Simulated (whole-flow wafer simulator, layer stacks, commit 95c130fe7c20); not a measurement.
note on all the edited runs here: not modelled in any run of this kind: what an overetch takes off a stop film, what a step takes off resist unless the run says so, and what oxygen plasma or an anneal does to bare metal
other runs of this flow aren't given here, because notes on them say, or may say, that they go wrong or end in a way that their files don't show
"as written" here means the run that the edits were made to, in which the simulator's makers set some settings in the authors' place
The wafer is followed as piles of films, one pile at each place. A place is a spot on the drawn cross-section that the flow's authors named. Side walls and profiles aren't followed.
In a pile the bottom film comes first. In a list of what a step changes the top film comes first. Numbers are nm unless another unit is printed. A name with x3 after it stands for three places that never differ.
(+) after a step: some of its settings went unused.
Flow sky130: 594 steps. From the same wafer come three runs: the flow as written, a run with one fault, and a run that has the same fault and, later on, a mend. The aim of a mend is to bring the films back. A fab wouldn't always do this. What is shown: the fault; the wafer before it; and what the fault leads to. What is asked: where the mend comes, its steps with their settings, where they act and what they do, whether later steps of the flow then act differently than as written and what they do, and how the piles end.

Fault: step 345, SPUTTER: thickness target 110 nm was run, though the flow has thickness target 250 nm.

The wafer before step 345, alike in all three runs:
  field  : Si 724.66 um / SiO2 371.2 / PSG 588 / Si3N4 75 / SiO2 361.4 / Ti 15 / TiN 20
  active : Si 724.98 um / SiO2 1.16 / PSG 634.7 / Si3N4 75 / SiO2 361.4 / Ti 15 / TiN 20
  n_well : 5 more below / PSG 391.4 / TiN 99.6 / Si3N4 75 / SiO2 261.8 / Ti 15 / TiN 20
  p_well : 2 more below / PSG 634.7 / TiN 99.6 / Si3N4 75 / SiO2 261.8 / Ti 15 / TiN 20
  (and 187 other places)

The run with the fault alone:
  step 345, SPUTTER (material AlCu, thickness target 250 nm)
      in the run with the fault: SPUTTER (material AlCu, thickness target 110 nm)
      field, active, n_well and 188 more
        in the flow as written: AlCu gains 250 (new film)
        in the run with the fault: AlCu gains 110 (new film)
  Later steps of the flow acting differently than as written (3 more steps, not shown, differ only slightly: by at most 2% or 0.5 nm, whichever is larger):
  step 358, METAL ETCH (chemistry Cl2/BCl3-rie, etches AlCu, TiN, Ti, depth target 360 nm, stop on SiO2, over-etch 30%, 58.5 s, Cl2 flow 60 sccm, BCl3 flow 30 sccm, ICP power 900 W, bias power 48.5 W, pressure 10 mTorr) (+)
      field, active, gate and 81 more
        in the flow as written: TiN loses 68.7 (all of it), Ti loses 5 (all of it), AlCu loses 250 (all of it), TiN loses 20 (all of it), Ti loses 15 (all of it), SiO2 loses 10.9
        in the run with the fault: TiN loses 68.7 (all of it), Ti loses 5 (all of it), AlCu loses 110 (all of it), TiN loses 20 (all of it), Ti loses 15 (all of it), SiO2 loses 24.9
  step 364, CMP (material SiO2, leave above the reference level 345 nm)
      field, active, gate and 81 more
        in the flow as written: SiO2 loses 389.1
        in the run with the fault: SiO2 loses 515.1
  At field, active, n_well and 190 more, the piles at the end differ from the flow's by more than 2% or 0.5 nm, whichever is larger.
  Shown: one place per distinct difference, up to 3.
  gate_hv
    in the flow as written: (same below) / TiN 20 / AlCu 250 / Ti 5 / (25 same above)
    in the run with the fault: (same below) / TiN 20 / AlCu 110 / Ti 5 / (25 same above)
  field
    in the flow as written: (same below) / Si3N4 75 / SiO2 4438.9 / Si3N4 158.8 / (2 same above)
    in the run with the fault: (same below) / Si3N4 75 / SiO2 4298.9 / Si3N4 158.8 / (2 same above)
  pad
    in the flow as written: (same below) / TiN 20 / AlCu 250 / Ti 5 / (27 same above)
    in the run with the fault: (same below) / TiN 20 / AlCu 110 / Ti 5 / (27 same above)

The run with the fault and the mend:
  The mend stands after step 345.
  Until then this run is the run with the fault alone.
  step 345a, SPUTTER (material AlCu, thickness target 140 nm) (the flow's step 345 again, with other settings)
      field, active, n_well and 188 more
        AlCu gains 140
  None of the later steps of the flow acts differently than as written at any place that is followed.
  By the end, the piles equal the flow's at every place that both follow.
